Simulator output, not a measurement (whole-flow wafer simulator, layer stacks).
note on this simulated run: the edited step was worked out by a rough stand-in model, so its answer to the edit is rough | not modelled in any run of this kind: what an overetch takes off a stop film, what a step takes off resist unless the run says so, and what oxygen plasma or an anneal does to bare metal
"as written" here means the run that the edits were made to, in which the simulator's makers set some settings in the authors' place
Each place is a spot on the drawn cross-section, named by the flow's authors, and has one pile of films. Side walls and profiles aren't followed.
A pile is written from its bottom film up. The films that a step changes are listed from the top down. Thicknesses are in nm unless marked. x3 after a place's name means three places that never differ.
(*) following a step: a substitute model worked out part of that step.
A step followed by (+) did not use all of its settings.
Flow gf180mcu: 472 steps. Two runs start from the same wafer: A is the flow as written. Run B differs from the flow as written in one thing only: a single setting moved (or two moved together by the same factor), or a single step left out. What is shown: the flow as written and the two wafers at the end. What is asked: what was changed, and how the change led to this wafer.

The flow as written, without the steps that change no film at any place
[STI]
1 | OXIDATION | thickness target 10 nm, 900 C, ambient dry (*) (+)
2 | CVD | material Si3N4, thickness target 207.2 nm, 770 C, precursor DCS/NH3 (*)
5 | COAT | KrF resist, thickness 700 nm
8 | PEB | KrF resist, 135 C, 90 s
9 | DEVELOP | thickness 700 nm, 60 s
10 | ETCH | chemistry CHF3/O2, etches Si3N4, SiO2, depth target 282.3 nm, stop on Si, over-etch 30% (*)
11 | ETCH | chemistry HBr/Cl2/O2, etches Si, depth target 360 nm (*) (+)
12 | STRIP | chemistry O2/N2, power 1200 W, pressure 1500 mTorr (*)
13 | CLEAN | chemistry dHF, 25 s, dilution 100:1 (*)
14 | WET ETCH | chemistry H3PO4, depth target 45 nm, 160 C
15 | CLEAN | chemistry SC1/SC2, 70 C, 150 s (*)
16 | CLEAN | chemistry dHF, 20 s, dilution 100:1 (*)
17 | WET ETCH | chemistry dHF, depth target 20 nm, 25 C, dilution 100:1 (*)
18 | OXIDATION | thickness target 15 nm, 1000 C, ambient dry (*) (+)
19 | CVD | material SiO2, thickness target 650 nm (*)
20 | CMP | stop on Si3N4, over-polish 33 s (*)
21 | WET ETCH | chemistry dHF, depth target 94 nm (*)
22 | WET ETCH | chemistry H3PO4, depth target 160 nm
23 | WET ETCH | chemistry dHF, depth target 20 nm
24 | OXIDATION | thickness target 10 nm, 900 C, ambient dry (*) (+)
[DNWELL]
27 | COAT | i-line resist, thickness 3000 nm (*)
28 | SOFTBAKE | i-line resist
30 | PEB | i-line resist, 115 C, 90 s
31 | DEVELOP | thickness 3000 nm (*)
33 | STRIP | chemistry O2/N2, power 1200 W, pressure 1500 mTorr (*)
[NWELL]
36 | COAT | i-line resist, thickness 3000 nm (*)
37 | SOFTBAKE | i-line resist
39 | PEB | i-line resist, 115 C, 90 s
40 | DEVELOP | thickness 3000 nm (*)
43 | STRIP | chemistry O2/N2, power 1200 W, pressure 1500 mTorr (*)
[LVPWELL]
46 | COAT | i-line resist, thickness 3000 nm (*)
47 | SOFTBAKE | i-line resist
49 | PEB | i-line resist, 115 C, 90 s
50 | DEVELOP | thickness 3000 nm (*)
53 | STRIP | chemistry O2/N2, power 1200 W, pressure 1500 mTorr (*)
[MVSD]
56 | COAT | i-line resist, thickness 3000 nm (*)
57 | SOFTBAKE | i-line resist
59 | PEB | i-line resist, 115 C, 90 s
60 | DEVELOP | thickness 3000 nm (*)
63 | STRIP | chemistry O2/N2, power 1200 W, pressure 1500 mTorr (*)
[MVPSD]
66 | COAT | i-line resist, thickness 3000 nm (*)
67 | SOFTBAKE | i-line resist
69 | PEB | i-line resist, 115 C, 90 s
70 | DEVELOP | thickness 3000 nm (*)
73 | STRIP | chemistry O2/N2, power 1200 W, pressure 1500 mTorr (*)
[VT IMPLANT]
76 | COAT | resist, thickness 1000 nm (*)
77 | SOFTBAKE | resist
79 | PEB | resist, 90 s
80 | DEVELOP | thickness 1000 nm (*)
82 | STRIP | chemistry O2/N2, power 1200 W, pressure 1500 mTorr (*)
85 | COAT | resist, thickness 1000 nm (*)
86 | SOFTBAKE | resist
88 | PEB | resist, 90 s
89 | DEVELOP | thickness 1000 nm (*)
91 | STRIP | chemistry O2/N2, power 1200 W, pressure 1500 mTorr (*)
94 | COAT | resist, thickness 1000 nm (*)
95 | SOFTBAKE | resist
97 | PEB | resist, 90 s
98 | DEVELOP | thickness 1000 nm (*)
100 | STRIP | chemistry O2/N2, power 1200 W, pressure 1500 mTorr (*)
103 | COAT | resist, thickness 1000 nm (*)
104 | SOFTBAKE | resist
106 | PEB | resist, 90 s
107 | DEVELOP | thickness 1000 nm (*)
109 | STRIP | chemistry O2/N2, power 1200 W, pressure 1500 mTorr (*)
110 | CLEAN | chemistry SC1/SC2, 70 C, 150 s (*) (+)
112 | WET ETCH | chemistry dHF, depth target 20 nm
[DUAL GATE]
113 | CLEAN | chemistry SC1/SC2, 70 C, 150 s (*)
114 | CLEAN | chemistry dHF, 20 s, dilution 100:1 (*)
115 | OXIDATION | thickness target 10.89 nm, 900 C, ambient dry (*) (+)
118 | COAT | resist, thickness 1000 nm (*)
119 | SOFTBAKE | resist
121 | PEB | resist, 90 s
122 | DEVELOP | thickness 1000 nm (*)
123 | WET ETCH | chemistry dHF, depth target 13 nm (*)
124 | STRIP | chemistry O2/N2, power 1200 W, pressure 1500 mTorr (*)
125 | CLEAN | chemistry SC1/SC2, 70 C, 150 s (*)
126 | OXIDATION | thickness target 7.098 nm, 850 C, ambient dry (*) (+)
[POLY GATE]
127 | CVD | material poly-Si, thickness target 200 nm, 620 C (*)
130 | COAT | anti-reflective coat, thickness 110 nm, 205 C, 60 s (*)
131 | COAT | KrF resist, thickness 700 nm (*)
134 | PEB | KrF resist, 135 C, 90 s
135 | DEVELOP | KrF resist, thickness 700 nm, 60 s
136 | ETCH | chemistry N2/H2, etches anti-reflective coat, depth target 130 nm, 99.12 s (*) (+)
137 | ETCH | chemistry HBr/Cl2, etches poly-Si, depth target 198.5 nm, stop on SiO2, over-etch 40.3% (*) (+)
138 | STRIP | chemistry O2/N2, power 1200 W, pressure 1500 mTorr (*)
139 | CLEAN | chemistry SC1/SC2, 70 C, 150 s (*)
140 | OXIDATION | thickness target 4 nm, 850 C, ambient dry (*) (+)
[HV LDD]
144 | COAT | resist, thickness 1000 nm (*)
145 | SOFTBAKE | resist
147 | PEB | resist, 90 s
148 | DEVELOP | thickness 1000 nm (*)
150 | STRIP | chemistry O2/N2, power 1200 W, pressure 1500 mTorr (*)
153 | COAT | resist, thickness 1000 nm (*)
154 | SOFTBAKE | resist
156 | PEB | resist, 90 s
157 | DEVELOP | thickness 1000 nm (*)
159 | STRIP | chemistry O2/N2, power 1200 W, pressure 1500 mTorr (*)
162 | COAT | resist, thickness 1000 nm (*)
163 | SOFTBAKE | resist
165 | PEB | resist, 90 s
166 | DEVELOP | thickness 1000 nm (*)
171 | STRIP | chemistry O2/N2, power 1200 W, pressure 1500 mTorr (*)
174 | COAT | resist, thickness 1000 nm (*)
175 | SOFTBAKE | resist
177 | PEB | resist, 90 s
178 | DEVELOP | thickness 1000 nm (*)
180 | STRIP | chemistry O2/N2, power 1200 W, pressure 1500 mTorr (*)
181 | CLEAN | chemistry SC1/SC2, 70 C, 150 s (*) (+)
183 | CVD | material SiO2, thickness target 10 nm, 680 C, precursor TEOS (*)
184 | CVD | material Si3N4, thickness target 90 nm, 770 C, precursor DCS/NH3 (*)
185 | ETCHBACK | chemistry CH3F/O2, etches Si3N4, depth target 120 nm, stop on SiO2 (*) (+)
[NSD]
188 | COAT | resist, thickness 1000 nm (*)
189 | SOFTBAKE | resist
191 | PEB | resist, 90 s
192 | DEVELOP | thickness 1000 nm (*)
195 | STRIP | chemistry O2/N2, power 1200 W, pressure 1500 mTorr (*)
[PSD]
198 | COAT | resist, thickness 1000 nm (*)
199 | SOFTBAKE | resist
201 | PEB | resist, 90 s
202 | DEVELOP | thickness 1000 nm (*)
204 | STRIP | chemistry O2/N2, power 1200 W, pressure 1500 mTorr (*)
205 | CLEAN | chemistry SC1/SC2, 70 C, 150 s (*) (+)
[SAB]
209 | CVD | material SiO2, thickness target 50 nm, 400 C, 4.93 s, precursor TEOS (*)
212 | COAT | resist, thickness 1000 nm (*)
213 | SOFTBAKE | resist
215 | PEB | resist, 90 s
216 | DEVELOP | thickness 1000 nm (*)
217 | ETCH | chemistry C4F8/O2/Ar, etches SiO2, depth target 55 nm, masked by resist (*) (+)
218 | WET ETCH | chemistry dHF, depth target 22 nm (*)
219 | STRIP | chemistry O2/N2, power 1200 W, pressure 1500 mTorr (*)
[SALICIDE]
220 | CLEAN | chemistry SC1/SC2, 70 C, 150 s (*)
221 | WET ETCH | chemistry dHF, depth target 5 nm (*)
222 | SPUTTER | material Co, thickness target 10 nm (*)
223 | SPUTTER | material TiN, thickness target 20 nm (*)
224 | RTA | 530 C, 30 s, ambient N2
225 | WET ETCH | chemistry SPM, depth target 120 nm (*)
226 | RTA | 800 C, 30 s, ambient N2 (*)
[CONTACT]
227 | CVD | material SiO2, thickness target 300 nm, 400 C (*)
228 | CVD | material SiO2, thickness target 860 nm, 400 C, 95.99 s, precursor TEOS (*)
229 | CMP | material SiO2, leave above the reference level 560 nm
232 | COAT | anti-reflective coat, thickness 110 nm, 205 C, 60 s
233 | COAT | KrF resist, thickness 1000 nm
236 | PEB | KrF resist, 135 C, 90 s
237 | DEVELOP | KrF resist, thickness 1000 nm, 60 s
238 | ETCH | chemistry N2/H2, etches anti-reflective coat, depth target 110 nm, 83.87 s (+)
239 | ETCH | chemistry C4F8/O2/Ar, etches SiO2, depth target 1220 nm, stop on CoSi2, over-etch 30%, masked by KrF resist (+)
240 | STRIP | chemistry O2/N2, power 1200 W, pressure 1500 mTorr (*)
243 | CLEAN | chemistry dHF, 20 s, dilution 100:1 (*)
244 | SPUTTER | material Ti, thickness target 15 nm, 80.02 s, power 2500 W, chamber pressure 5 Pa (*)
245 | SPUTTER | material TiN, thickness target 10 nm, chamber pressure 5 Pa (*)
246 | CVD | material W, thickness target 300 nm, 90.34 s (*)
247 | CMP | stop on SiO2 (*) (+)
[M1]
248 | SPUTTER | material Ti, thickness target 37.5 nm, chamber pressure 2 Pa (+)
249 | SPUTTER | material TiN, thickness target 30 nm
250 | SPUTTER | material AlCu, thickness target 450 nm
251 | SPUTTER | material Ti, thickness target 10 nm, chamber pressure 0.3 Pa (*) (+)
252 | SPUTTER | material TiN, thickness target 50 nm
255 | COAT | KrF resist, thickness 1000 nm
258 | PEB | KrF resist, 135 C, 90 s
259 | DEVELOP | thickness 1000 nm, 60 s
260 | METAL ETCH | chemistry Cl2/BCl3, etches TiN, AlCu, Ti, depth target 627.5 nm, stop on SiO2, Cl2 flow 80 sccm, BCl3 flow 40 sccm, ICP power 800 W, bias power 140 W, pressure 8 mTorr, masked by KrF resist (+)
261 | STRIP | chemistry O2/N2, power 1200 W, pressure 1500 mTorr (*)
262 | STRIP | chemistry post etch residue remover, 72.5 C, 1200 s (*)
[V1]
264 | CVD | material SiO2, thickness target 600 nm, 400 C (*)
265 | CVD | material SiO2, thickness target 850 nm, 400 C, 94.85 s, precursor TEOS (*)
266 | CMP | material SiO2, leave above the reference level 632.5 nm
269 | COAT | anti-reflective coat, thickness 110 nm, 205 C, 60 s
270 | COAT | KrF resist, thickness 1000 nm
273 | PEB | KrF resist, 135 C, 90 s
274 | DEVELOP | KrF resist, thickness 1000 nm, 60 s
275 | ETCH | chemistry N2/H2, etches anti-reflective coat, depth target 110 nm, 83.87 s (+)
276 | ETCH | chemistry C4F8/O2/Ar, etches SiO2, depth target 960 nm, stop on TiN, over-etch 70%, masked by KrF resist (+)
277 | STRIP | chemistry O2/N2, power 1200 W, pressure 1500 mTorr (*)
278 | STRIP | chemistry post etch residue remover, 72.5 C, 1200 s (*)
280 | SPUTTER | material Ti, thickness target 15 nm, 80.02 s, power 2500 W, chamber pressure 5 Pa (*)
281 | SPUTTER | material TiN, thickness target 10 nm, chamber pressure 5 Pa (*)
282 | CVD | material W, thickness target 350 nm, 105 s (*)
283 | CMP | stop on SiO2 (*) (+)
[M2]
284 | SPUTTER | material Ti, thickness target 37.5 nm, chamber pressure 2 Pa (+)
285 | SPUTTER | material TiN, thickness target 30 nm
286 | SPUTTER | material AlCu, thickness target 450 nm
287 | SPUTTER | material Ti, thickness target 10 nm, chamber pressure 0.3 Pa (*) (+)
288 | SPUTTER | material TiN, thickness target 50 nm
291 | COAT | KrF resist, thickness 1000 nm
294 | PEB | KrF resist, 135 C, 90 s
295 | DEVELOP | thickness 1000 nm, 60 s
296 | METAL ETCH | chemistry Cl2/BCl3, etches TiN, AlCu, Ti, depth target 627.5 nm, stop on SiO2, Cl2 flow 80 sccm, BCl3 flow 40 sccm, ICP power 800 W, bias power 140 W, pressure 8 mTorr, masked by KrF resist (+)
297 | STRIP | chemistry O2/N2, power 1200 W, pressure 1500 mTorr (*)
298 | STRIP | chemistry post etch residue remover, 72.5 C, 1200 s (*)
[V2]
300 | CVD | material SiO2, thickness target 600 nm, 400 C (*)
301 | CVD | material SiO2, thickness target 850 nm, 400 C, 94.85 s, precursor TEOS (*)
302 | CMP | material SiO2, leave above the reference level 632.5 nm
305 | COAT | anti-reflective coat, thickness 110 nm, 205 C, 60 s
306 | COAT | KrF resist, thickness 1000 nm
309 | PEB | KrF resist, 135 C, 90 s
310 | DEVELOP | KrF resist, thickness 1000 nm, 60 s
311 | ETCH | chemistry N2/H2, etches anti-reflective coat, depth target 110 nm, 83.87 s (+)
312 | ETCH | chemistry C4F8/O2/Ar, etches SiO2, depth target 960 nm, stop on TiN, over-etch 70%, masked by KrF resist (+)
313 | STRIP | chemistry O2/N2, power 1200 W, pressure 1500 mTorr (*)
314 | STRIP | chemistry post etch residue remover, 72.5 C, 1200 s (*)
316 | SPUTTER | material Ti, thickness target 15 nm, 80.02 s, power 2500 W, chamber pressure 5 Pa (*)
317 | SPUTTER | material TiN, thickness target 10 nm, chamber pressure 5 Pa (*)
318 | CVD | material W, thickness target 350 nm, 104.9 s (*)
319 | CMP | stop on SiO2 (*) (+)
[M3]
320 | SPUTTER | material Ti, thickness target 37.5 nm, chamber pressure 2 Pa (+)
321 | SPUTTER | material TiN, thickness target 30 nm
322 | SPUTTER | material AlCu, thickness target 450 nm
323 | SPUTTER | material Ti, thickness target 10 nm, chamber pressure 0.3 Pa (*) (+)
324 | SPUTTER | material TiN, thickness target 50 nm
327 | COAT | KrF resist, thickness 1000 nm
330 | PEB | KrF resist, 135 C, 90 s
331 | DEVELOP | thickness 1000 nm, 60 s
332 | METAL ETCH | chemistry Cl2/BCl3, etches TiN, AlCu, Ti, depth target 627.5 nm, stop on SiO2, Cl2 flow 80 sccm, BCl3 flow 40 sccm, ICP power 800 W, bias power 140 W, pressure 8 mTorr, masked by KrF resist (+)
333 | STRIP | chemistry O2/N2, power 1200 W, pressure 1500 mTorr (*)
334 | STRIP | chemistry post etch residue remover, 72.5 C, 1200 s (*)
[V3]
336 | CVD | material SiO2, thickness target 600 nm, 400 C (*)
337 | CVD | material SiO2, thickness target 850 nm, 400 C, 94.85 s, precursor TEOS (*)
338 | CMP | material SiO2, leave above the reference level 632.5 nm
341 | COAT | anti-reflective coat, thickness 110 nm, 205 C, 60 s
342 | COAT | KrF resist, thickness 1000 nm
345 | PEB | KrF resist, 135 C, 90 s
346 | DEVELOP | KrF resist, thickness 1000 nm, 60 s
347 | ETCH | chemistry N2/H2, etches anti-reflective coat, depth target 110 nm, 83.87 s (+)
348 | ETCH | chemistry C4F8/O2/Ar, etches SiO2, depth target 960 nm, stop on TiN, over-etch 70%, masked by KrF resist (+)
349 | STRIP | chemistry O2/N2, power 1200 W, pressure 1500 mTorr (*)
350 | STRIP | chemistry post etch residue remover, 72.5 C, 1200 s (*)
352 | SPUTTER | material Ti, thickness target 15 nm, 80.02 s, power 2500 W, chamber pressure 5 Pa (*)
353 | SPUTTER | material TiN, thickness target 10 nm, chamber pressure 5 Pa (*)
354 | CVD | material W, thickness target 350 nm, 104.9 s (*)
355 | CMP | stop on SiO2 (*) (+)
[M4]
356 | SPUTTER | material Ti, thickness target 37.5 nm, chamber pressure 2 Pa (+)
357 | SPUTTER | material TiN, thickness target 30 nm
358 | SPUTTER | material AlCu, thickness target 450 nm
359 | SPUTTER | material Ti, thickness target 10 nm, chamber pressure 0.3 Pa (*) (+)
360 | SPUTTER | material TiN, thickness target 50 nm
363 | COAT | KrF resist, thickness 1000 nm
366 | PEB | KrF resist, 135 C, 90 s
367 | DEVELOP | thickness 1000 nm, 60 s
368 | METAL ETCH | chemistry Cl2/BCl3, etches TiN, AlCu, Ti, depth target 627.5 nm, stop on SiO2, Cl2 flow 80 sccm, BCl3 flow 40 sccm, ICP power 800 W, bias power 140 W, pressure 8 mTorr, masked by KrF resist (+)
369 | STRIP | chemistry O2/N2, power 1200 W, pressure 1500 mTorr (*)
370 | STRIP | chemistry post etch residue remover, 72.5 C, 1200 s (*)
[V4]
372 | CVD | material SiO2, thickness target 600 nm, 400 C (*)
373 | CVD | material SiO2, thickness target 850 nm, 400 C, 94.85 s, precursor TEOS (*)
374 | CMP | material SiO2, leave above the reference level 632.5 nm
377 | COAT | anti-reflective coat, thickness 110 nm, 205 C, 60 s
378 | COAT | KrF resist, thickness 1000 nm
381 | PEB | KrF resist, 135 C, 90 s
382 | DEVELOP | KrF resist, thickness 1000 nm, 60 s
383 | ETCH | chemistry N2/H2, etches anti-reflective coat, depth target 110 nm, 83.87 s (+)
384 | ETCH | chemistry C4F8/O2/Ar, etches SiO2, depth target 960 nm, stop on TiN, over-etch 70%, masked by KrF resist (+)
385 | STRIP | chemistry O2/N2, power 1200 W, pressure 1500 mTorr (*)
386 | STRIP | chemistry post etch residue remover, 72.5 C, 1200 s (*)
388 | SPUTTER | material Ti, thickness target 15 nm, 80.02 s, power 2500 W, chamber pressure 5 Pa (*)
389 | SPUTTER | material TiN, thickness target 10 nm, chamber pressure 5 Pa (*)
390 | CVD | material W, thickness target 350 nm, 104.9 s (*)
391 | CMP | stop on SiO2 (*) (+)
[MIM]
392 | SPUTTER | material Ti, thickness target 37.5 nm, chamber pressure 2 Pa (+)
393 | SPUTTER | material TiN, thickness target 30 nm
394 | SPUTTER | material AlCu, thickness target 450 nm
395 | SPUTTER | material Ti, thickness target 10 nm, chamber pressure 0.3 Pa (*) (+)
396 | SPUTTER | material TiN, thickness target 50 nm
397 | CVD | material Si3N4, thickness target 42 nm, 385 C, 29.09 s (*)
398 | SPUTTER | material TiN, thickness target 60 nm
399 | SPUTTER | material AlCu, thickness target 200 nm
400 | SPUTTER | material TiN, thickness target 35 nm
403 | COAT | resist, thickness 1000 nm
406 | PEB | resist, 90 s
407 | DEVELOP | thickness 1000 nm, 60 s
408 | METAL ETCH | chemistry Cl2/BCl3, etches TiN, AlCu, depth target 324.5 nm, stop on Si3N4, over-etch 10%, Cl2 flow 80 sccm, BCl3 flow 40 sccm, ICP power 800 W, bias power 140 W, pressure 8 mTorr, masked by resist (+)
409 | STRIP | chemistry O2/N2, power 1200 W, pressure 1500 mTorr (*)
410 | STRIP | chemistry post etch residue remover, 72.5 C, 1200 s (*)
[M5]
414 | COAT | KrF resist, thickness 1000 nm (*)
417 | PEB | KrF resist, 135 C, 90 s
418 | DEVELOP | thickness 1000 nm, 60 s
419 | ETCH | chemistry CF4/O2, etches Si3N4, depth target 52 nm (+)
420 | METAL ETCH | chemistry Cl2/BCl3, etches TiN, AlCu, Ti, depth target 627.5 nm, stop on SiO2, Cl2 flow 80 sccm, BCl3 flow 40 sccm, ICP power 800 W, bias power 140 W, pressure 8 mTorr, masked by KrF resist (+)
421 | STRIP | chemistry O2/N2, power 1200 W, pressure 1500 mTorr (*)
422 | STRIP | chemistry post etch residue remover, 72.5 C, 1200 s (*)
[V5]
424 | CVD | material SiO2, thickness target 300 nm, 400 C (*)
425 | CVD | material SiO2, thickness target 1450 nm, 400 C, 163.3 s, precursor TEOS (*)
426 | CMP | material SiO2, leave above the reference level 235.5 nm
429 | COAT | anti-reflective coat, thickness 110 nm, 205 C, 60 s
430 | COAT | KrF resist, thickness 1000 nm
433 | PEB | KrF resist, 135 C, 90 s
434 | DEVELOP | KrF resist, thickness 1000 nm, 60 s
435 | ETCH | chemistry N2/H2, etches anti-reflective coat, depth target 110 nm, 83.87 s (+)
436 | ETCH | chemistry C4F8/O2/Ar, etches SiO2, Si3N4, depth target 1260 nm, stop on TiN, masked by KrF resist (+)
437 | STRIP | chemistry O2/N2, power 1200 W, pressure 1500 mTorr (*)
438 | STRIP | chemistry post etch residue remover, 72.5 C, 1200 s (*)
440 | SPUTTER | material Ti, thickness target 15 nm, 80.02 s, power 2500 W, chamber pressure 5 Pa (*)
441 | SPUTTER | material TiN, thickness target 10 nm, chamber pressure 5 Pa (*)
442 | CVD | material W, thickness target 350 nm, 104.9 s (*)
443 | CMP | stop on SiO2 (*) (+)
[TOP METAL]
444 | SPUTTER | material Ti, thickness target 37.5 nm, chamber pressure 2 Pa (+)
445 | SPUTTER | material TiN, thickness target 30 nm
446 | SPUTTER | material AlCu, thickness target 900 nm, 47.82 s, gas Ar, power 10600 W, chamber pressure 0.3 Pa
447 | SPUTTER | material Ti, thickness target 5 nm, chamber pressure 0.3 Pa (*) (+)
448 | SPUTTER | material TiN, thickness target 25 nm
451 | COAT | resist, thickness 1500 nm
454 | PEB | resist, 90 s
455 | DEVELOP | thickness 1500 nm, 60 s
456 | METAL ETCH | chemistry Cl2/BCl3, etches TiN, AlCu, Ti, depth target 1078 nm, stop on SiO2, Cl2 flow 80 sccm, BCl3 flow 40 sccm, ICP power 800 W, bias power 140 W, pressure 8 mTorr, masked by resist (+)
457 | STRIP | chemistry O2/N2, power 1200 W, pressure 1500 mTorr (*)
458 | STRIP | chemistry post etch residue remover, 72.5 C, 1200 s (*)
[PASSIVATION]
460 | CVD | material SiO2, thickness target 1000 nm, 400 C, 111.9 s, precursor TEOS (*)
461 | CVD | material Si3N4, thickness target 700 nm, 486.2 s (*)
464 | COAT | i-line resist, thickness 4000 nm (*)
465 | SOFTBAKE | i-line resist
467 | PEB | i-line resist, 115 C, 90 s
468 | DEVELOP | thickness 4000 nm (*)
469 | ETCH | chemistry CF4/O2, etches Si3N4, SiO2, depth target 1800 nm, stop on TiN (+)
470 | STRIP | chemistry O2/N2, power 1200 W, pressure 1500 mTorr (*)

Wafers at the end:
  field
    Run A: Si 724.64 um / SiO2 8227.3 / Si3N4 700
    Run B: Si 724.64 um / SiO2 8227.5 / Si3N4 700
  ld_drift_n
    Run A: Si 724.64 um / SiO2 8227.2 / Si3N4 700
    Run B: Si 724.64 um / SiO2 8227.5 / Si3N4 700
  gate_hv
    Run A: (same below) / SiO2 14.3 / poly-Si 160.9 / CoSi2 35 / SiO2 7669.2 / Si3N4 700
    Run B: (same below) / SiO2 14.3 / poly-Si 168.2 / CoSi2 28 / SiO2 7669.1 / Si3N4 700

What caused this: step 222, SPUTTER: thickness target 8 nm was run, whereas the flow has thickness target 10 nm.

The path from the change to this, step by step:
  222 | SPUTTER | material Co, thickness target 10 nm (*)
      field, field__w7, field__w8 and 71 more: A Co gains 10 (new film) | B Co gains 8 (new film)
      field__w6, field_sub, field_sub__w2: A Co gains 9.95 (new film) | B Co gains 7.96 (new film)
      (as well as at 34 more places)
  224 | RTA | 530 C, 30 s, ambient N2
      gate, gate_hv, gate_p and 22 more: A under 1 film: CoSi gains 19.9 (new film), Co loses 10 (all of it), poly-Si loses 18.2 | B under 1 film: CoSi gains 15.9 (new film), Co loses 8 (all of it), poly-Si loses 14.6
      active, p_well, sd_n and 11 more: A under 1 film: CoSi gains 19.9 (new film), Co loses 10 (all of it), Si loses 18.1 | B under 1 film: CoSi gains 15.9 (new film), Co loses 8 (all of it), Si loses 14.5
      (as well as at 10 more places)
  225 | WET ETCH | chemistry SPM, depth target 120 nm (*)
      field, field__w7, field__w8 and 32 more: A TiN loses 20 (all of it), Co loses 10 (all of it) | B TiN loses 20 (all of it), Co loses 8 (all of it)
      field__w9, nw_enc_fld_lv__w3: A TiN loses 19.1 (all of it), Co loses 9.6 (all of it) | B TiN loses 19.1 (all of it), Co loses 7.68 (all of it)
      (as well as at 25 more places)
  226 | RTA | 800 C, 30 s, ambient N2 (*)
      gate, gate_hv, gate_p and 22 more: A CoSi2 gains 35 (new film), CoSi loses 19.9 (all of it), poly-Si loses 18.2 | B CoSi2 gains 28 (new film), CoSi loses 15.9 (all of it), poly-Si loses 14.6
      active, p_well, sd_n and 11 more: A CoSi2 gains 35 (new film), CoSi loses 19.9 (all of it), Si loses 18.1 | B CoSi2 gains 28 (new film), CoSi loses 15.9 (all of it), Si loses 14.5
      (as well as at 10 more places)
